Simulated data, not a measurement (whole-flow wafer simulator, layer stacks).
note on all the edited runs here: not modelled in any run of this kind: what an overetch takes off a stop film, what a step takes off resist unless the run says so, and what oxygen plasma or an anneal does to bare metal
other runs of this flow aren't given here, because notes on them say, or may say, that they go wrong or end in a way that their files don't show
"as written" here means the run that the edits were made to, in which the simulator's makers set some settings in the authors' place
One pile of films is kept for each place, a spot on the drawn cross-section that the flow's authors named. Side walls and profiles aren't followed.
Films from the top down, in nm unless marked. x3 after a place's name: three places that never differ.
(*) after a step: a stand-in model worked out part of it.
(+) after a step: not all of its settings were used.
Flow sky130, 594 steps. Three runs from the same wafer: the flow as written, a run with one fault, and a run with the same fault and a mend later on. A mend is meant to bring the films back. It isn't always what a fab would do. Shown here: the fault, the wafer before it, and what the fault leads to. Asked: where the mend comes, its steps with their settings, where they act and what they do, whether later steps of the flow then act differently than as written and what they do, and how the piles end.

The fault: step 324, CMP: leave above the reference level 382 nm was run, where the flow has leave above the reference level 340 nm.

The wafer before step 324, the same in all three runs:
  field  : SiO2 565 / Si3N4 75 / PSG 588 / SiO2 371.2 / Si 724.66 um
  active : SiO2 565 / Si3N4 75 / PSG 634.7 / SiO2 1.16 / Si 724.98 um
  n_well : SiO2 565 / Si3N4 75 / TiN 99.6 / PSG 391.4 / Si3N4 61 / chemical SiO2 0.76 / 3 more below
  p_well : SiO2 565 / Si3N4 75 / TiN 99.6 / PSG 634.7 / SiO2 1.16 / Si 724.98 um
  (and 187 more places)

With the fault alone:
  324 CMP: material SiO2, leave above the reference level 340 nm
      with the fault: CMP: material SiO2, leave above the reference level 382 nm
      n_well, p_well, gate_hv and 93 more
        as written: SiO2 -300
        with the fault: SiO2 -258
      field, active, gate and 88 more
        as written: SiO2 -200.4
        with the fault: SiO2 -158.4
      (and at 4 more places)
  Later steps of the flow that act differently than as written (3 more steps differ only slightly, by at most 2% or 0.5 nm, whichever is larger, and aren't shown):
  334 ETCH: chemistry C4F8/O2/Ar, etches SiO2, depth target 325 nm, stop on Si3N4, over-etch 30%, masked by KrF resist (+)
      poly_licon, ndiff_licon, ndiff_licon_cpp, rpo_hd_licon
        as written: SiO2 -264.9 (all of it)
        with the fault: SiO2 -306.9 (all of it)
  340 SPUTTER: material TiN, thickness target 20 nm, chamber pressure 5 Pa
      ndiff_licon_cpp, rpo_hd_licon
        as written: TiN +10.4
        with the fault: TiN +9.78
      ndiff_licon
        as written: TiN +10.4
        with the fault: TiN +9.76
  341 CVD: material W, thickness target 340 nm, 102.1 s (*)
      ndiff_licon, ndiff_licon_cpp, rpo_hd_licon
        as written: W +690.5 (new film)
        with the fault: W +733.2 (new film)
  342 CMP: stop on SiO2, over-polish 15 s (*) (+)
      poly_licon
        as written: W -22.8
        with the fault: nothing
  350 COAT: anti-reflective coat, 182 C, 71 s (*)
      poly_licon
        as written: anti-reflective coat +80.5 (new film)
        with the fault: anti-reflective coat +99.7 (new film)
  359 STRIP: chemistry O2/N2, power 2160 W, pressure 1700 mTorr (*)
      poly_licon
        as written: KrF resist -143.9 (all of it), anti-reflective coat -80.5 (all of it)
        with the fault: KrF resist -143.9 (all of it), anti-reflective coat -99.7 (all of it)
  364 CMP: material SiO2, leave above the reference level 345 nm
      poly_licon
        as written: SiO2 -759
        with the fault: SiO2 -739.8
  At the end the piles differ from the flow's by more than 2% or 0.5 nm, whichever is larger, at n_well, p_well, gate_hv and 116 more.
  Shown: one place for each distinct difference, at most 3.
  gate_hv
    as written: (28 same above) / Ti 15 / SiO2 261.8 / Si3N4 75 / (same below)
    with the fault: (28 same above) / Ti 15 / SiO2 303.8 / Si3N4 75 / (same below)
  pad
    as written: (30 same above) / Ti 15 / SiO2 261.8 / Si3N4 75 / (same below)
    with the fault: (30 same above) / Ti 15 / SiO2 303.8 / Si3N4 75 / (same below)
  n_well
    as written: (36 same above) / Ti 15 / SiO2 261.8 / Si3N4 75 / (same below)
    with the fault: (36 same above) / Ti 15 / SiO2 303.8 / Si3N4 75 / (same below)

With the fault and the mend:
  The mend comes after step 324.
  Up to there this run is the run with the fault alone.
  324a CMP: material SiO2, leave above the reference level 340 nm (the flow's step 324 once more)
      field, active, n_well and 188 more
        SiO2 -42
  No later step of the flow acts differently than as written at any place that is followed.
  At the end the piles are the same as the flow's at every place that both follow.
